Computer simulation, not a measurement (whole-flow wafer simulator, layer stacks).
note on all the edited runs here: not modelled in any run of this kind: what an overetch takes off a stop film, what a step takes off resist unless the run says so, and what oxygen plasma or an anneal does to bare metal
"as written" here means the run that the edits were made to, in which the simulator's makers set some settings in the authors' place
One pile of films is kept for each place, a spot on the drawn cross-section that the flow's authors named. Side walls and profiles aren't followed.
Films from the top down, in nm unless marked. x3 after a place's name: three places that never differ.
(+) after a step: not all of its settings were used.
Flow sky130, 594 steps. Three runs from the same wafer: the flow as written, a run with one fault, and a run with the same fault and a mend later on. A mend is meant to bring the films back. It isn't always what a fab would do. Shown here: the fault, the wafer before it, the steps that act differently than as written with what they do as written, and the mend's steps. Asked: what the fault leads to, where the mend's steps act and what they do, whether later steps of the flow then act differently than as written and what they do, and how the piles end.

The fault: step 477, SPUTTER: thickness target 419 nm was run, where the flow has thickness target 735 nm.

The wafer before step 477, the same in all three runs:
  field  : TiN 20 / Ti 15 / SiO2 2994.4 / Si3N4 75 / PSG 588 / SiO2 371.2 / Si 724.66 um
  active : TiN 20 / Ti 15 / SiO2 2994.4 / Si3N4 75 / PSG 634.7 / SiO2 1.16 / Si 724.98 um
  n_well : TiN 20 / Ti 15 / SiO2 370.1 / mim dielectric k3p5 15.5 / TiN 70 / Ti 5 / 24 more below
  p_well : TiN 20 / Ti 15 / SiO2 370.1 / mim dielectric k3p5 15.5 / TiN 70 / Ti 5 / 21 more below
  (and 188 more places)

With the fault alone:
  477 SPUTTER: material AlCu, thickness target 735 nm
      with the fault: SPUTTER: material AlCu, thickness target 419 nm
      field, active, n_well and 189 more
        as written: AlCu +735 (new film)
        with the fault: AlCu +419 (new film)
  Later steps of the flow that act differently than as written (15 more steps differ only slightly, by at most 2% or 0.5 nm, whichever is larger, and aren't shown):
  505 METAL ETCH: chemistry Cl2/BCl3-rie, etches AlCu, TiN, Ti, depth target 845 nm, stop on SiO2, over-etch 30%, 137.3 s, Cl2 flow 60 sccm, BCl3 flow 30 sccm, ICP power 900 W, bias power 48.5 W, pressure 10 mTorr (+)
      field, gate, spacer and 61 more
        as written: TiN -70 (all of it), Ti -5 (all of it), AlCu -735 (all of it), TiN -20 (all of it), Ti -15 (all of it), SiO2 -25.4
        with the fault: TiN -70 (all of it), Ti -5 (all of it), AlCu -419 (all of it), TiN -20 (all of it), Ti -15 (all of it), SiO2 -56.9
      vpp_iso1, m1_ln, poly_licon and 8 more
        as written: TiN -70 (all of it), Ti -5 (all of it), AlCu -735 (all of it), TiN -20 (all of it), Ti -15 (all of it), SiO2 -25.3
        with the fault: TiN -70 (all of it), Ti -5 (all of it), AlCu -419 (all of it), TiN -20 (all of it), Ti -15 (all of it), SiO2 -56.9
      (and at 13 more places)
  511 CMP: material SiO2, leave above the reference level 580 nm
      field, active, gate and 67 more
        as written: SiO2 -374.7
        with the fault: SiO2 -659.1
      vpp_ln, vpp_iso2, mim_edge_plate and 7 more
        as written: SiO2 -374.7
        with the fault: SiO2 -659
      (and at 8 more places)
  At the end the piles differ from the flow's by more than 2% or 0.5 nm, whichever is larger, at field, active, n_well and 190 more.
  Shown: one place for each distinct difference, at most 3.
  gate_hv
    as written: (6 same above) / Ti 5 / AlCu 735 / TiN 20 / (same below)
    with the fault: (6 same above) / Ti 5 / AlCu 419 / TiN 20 / (same below)
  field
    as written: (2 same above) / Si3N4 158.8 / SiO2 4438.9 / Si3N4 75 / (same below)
    with the fault: (2 same above) / Si3N4 158.8 / SiO2 4122.9 / Si3N4 75 / (same below)
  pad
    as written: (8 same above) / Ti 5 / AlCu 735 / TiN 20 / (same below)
    with the fault: (8 same above) / Ti 5 / AlCu 419 / TiN 20 / (same below)

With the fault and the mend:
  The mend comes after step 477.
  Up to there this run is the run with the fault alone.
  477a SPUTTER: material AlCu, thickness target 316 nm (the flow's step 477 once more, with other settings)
      field, active, n_well and 189 more
        AlCu +316
  No later step of the flow acts differently than as written at any place that is followed.
  At the end the piles are the same as the flow's at every place that both follow.
